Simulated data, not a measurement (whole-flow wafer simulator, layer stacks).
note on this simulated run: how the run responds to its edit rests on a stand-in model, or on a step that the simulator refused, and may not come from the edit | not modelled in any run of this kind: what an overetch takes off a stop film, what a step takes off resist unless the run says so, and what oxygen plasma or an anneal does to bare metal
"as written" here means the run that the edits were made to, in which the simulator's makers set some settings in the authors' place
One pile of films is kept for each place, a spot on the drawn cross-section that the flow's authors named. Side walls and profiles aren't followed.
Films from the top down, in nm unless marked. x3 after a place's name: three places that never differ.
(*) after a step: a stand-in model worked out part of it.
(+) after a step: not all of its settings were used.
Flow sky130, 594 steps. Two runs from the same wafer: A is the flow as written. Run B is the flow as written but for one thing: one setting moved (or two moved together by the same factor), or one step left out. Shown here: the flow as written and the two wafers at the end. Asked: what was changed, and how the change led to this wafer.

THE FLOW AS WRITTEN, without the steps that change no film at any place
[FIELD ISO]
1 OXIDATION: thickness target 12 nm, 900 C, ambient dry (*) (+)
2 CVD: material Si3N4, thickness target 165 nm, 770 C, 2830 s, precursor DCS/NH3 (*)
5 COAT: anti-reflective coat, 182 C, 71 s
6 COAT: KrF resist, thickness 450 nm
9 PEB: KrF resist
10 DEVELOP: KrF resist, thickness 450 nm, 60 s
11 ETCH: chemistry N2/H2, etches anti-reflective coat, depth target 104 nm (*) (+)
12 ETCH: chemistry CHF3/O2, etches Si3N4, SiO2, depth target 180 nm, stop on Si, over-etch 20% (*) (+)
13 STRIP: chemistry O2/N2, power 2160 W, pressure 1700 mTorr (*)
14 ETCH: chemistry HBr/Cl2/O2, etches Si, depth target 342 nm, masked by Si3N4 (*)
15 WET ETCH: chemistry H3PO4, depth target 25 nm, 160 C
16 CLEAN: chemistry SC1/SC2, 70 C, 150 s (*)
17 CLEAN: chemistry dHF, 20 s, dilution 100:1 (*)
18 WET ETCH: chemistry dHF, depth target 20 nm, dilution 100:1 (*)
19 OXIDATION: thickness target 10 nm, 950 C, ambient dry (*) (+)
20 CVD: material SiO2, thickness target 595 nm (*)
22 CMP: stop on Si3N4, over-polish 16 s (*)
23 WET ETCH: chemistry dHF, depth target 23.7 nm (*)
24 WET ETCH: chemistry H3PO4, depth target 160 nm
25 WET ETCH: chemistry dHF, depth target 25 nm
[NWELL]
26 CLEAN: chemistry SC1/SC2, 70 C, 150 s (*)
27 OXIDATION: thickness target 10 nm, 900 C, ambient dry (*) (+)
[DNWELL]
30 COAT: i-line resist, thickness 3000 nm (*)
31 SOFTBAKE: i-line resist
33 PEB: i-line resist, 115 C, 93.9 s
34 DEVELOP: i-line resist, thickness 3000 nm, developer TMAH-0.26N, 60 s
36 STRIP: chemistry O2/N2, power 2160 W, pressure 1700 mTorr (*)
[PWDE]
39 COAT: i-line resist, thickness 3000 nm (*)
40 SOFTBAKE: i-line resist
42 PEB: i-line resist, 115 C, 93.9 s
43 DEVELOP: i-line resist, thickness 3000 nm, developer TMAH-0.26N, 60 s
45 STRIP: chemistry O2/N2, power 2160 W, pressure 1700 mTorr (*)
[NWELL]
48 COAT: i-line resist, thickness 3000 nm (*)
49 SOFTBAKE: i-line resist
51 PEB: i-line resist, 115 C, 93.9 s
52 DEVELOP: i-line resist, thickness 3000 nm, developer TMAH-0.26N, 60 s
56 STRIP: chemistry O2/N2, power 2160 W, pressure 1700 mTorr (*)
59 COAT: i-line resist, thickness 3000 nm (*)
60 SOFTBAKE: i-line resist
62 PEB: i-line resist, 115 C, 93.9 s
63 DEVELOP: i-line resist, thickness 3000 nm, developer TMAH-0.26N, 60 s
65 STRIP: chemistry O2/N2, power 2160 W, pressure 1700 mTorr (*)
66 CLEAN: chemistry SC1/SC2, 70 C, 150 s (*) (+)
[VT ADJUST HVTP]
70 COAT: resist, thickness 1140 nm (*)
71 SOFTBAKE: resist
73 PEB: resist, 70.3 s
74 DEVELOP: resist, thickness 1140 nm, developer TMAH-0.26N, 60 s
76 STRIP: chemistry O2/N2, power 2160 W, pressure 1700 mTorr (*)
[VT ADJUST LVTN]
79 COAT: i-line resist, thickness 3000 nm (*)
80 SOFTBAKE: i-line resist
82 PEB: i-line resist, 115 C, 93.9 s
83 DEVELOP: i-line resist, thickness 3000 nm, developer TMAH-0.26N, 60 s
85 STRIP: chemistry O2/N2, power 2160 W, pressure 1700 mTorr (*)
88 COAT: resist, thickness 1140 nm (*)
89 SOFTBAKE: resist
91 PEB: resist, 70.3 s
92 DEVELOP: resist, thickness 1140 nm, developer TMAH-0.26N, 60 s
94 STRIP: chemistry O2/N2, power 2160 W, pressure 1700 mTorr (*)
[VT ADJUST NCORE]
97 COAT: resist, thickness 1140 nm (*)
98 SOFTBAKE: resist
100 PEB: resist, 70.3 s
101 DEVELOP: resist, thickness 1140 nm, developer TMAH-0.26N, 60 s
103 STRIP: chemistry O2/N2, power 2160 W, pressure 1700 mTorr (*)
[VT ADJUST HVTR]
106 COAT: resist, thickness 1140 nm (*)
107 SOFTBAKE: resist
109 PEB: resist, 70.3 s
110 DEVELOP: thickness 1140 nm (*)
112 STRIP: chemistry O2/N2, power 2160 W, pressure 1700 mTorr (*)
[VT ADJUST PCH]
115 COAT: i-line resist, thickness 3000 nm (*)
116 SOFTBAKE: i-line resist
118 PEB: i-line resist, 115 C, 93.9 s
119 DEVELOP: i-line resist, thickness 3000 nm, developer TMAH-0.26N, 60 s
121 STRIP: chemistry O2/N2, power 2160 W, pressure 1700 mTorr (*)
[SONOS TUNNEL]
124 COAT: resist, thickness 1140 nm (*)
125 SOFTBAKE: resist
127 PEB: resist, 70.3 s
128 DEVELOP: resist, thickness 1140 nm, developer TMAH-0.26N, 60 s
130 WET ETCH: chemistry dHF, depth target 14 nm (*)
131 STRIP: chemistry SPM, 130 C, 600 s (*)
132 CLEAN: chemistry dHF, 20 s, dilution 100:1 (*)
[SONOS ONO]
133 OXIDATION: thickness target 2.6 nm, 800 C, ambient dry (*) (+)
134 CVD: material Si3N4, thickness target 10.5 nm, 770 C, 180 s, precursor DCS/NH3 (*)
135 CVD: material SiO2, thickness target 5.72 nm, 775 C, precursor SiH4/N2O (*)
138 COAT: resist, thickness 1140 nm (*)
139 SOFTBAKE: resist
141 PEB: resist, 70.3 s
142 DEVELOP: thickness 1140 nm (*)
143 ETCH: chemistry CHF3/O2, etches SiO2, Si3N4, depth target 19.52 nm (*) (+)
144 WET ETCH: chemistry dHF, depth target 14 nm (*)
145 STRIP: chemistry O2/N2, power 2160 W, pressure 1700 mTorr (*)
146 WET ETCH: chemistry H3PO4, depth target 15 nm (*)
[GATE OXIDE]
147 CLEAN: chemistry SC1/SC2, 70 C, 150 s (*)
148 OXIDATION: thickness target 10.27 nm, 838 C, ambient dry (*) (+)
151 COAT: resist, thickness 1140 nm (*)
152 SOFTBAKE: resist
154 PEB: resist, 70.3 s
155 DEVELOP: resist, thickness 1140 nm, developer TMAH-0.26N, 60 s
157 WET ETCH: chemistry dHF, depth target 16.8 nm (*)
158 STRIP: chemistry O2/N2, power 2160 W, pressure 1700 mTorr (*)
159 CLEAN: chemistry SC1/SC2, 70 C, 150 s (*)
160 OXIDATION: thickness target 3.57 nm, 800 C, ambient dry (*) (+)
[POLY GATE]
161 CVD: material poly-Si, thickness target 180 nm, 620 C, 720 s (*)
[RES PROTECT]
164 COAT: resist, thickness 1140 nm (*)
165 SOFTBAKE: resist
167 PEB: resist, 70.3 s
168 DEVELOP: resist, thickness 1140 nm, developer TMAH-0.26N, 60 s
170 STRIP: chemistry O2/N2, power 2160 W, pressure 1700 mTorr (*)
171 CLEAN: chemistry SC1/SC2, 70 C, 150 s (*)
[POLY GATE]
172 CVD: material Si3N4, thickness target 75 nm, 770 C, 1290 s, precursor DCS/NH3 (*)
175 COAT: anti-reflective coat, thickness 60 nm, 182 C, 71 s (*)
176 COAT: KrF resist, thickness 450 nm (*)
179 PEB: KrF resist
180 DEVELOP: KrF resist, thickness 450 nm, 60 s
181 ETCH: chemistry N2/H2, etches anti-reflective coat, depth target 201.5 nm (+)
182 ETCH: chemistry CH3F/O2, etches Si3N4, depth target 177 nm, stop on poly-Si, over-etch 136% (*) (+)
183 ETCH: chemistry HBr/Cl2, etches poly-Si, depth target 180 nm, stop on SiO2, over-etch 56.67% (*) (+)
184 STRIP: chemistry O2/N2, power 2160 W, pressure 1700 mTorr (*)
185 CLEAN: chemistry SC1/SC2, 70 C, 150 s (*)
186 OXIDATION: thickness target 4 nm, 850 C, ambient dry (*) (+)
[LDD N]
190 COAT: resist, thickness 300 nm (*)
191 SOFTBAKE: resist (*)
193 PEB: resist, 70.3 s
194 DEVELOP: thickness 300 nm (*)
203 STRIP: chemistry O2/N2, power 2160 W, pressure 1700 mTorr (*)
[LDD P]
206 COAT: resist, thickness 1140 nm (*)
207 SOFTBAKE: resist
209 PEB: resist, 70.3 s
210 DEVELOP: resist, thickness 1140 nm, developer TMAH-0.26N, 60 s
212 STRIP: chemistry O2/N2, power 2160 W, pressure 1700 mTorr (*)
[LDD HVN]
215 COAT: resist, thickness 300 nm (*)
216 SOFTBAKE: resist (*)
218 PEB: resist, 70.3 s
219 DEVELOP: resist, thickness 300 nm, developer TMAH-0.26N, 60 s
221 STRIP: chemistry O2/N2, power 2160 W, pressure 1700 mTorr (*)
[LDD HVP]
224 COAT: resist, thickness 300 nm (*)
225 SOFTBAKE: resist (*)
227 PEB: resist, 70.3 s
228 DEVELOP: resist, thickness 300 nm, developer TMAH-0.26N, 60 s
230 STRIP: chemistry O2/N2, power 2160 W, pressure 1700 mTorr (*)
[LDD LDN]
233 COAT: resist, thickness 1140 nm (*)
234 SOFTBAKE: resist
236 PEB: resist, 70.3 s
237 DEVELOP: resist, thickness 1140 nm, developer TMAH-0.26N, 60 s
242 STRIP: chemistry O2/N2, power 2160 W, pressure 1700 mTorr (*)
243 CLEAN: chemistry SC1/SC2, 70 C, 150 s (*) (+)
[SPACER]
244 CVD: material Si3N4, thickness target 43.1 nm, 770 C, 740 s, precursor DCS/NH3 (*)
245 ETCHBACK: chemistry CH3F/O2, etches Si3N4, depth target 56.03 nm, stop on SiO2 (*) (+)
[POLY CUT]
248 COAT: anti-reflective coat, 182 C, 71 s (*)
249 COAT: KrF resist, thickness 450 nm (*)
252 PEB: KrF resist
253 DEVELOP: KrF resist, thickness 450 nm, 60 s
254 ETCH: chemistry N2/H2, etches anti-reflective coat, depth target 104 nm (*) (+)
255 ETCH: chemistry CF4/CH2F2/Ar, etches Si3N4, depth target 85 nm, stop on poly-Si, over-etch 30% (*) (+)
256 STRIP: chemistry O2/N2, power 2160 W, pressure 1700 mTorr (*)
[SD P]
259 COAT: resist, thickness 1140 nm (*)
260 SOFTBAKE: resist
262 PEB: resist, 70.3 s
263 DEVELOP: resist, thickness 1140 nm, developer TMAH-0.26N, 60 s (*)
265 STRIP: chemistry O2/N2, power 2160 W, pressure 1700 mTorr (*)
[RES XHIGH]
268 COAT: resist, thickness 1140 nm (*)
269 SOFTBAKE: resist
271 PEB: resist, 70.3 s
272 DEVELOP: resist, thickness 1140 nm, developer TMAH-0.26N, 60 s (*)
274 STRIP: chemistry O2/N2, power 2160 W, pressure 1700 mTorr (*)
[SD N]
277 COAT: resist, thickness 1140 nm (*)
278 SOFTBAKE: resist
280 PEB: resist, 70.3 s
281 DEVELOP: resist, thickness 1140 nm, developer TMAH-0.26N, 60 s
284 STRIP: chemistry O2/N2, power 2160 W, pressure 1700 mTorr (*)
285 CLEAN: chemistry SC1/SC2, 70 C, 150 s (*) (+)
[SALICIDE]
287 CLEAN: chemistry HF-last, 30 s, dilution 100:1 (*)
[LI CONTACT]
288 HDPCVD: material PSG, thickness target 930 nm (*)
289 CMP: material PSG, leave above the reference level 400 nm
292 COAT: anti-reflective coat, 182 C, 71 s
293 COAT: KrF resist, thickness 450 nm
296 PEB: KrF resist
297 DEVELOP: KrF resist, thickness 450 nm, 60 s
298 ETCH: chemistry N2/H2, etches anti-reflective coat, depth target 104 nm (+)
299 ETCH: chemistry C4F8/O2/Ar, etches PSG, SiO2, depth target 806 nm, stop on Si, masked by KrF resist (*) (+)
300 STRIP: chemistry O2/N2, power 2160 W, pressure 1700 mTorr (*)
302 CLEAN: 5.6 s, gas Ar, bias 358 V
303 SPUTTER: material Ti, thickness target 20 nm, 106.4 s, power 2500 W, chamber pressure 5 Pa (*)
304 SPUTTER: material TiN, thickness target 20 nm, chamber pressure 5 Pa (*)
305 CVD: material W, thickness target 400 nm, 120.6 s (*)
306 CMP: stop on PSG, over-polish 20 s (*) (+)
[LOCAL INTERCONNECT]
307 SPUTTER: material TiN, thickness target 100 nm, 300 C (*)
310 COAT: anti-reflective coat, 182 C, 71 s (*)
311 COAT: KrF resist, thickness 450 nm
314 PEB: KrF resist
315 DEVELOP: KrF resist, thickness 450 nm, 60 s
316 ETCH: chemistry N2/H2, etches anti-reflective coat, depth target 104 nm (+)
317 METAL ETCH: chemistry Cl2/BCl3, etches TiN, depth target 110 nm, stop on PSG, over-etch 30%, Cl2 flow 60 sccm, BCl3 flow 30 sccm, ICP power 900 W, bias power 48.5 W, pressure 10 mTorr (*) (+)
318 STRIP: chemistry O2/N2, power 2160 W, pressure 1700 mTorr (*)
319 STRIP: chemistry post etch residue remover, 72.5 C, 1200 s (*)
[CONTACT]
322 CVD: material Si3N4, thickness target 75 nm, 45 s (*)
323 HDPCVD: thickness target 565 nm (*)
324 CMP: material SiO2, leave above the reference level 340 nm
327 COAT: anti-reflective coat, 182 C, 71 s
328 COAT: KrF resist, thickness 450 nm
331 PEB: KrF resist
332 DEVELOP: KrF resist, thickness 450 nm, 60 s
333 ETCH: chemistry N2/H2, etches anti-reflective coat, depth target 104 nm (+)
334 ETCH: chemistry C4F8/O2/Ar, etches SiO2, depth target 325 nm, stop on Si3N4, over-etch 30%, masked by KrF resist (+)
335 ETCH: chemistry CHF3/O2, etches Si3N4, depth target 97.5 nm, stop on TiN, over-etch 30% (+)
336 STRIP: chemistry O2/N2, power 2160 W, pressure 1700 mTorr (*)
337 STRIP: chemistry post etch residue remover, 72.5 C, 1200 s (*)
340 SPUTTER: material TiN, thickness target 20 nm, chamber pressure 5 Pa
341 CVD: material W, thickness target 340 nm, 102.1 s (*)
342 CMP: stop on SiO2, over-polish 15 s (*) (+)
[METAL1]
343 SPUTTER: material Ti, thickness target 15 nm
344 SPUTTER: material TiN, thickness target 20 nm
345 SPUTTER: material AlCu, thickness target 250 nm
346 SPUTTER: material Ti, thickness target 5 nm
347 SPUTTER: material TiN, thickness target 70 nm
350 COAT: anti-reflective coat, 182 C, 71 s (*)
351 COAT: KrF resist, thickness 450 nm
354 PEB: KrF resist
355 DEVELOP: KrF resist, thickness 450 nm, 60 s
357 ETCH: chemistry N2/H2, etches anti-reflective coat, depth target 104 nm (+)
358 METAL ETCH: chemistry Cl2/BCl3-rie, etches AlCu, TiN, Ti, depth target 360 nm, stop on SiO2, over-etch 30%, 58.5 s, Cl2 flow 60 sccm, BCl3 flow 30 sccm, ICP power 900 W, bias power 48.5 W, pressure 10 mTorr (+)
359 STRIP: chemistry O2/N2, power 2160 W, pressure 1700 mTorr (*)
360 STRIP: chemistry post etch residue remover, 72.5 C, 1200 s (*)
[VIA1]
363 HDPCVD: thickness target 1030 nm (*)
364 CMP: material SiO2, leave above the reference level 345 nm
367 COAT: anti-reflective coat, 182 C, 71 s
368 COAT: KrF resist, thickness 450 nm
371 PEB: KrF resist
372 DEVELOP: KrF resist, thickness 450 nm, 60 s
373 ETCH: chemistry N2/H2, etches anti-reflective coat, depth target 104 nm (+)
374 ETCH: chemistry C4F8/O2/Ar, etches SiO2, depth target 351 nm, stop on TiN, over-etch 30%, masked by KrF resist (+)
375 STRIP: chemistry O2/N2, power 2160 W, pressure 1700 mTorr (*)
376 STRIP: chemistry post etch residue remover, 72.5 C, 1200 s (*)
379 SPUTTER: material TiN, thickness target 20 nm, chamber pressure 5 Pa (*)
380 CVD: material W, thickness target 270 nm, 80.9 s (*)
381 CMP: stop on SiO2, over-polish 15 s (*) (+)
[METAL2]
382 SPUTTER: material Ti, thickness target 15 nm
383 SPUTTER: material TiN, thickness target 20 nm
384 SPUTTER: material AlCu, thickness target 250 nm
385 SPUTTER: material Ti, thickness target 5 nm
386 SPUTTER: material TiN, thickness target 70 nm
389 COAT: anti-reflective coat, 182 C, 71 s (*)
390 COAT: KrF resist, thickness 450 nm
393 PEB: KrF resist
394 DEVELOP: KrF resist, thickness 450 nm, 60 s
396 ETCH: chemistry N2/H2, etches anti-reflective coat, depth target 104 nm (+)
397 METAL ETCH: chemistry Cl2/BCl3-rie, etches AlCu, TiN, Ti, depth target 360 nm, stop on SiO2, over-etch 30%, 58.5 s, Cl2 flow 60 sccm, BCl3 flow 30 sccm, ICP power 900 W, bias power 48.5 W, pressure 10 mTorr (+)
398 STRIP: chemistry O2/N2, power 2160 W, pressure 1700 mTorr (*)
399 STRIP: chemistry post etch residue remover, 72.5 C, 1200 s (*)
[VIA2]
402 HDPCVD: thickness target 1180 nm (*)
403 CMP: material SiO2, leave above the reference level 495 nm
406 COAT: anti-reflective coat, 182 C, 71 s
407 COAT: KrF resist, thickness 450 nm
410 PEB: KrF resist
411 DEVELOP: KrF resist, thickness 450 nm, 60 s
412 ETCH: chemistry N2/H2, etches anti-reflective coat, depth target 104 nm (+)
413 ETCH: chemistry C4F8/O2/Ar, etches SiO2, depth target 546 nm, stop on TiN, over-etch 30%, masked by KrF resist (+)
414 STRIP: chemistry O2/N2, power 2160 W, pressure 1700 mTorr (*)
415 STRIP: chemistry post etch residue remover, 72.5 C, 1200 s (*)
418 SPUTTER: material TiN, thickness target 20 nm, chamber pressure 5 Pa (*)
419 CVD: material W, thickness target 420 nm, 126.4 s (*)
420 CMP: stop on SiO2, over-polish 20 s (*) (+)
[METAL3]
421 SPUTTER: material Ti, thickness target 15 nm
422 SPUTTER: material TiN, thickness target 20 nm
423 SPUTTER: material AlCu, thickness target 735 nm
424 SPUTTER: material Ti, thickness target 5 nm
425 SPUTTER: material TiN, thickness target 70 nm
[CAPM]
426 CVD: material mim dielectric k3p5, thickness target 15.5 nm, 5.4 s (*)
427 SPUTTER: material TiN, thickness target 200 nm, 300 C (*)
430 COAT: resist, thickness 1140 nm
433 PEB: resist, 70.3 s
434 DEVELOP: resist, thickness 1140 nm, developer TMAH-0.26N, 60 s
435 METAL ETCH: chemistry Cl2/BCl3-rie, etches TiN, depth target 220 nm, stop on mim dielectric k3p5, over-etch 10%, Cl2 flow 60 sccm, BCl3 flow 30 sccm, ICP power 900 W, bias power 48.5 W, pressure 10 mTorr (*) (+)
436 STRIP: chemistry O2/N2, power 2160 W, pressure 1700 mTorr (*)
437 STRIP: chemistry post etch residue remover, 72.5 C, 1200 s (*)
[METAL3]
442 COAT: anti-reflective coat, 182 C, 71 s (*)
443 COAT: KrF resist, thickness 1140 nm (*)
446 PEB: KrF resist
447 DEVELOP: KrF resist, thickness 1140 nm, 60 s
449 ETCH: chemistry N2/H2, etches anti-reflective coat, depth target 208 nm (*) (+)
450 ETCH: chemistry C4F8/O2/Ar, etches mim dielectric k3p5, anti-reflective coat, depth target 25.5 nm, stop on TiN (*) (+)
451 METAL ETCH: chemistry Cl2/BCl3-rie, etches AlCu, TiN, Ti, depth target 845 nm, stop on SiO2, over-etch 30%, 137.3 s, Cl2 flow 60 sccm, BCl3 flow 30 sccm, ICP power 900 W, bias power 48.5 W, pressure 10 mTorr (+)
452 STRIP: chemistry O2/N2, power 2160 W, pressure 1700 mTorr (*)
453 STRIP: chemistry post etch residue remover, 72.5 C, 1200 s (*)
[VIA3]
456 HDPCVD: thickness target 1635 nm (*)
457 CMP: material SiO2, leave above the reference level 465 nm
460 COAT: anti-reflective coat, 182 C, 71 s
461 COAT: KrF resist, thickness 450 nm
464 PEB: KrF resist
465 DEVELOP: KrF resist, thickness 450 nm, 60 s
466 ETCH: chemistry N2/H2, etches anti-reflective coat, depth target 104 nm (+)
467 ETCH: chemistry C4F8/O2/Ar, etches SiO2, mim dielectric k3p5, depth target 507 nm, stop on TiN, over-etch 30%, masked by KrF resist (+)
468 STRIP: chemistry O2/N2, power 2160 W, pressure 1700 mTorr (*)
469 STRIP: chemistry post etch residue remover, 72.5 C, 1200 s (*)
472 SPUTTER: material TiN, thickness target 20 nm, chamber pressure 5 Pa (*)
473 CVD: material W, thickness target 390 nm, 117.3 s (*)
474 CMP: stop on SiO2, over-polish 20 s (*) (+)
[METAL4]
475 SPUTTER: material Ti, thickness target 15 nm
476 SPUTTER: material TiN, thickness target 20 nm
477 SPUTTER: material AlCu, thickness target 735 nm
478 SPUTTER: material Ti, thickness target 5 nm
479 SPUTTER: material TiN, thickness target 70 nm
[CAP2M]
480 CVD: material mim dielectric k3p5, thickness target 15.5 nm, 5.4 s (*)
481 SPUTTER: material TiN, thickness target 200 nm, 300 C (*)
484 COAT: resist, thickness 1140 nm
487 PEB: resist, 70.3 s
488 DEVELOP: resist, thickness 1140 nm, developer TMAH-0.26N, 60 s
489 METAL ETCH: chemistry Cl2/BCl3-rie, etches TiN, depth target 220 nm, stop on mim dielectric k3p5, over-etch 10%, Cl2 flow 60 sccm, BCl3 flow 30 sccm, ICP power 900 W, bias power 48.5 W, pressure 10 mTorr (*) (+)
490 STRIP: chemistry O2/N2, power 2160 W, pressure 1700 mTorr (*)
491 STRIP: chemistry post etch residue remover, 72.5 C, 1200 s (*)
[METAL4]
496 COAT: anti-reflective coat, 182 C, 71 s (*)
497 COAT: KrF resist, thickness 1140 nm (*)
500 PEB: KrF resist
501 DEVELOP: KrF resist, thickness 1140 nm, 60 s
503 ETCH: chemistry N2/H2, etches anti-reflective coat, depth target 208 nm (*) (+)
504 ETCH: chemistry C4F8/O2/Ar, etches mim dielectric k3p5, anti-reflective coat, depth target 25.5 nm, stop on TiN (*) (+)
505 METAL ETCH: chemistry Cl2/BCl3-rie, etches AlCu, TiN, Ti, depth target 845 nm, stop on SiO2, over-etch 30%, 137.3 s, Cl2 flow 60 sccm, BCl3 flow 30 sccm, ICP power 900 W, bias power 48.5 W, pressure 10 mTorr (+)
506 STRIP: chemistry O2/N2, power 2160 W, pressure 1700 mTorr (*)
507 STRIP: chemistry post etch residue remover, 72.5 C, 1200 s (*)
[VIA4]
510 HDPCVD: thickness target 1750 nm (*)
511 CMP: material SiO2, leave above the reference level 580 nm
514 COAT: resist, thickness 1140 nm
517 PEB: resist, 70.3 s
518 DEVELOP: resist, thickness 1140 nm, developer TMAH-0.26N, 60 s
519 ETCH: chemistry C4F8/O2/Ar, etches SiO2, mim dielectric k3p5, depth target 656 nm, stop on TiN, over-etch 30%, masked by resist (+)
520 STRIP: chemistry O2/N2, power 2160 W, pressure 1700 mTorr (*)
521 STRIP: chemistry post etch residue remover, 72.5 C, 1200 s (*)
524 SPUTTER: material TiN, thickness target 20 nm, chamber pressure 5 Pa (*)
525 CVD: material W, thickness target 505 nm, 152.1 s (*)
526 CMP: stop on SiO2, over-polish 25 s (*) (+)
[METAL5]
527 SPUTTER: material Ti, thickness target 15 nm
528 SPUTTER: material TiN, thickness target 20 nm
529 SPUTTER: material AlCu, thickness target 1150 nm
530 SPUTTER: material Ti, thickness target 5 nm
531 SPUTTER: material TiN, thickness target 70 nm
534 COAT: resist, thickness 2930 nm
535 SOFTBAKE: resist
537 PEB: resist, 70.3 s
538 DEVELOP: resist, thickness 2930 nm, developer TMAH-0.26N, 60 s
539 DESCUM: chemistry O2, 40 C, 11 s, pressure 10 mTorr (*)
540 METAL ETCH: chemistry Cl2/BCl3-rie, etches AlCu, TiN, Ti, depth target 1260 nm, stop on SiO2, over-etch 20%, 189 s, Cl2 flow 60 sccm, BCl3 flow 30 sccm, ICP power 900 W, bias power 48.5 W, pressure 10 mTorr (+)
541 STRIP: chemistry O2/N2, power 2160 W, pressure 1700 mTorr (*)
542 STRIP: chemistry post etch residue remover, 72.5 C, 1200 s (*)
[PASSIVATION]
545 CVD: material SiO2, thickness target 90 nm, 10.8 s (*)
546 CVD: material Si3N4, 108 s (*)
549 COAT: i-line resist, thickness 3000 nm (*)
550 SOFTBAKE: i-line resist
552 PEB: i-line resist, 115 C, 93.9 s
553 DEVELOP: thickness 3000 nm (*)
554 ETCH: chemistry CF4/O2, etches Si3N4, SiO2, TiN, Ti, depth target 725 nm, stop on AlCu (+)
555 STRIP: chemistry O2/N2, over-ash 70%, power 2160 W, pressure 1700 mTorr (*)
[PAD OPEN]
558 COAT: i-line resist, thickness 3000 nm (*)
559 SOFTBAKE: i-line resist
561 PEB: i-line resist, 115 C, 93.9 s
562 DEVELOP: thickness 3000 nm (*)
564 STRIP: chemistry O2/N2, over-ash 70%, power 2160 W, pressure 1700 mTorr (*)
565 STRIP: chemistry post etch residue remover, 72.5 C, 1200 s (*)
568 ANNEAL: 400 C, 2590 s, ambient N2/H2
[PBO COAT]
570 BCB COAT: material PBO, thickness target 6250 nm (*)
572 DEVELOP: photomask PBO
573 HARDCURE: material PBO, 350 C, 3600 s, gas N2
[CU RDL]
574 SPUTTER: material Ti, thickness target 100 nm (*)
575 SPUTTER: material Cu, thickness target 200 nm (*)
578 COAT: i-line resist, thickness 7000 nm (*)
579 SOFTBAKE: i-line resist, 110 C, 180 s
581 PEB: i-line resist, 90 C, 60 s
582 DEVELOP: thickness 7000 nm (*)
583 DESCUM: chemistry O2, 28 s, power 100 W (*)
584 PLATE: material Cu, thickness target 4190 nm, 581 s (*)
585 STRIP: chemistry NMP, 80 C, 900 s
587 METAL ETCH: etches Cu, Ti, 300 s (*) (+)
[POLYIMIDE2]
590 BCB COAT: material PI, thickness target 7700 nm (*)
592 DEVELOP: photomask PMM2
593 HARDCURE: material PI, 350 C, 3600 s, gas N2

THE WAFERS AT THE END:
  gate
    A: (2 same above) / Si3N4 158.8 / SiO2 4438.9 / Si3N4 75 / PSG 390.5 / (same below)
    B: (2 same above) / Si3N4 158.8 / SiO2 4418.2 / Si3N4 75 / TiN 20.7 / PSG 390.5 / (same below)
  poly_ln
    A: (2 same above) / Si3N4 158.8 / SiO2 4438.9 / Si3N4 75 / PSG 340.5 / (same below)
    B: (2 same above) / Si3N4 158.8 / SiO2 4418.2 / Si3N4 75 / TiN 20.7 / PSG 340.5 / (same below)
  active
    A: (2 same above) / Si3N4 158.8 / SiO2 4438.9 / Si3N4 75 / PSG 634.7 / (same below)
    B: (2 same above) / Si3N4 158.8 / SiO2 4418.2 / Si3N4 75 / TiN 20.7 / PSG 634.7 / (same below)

The cause: step 316, ETCH: depth target 48.9 nm was run, where the flow has depth target 104 nm.

How the change led to this, step by step:
  316 ETCH: chemistry N2/H2, etches anti-reflective coat, depth target 104 nm (+)
      field, active, gate and 87 more: A anti-reflective coat -80 (all of it), TiN -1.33 | B anti-reflective coat -48.9
      rpo_hd: A anti-reflective coat -80 (all of it), TiN -1.34 | B anti-reflective coat -48.9
      (and at 100 more places)
  317 METAL ETCH: chemistry Cl2/BCl3, etches TiN, depth target 110 nm, stop on PSG, over-etch 30%, Cl2 flow 60 sccm, BCl3 flow 30 sccm, ICP power 900 W, bias power 48.5 W, pressure 10 mTorr (*) (+)
      field, active, gate and 88 more: A TiN -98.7 (all of it) | B anti-reflective coat -31.1 (all of it), TiN -78.9
  318 STRIP: chemistry O2/N2, power 2160 W, pressure 1700 mTorr (*)
      n_well, p_well, gate_hv and 92 more: A KrF resist -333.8 (all of it), anti-reflective coat -80 (all of it) | B KrF resist -364.4 (all of it), anti-reflective coat -80 (all of it)
      poly_licon, ndiff_licon, ndiff_licon_cpp, rpo_hd_licon: A KrF resist -333.9 (all of it), anti-reflective coat -80.5 (all of it) | B KrF resist -364.5 (all of it), anti-reflective coat -80.5 (all of it)
      (and at 1 more place)
  324 CMP: material SiO2, leave above the reference level 340 nm
      field, active, gate and 88 more: A SiO2 -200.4 | B SiO2 -221.1
Counting metal films that touch as one body, gate has 1 body; the flow as written gives 0 bodies.
Counting metal films that touch as one body, poly_ln has 1 body; the flow as written gives 0 bodies.
Counting metal films that touch as one body, active has 1 body; the flow as written gives 0 bodies.
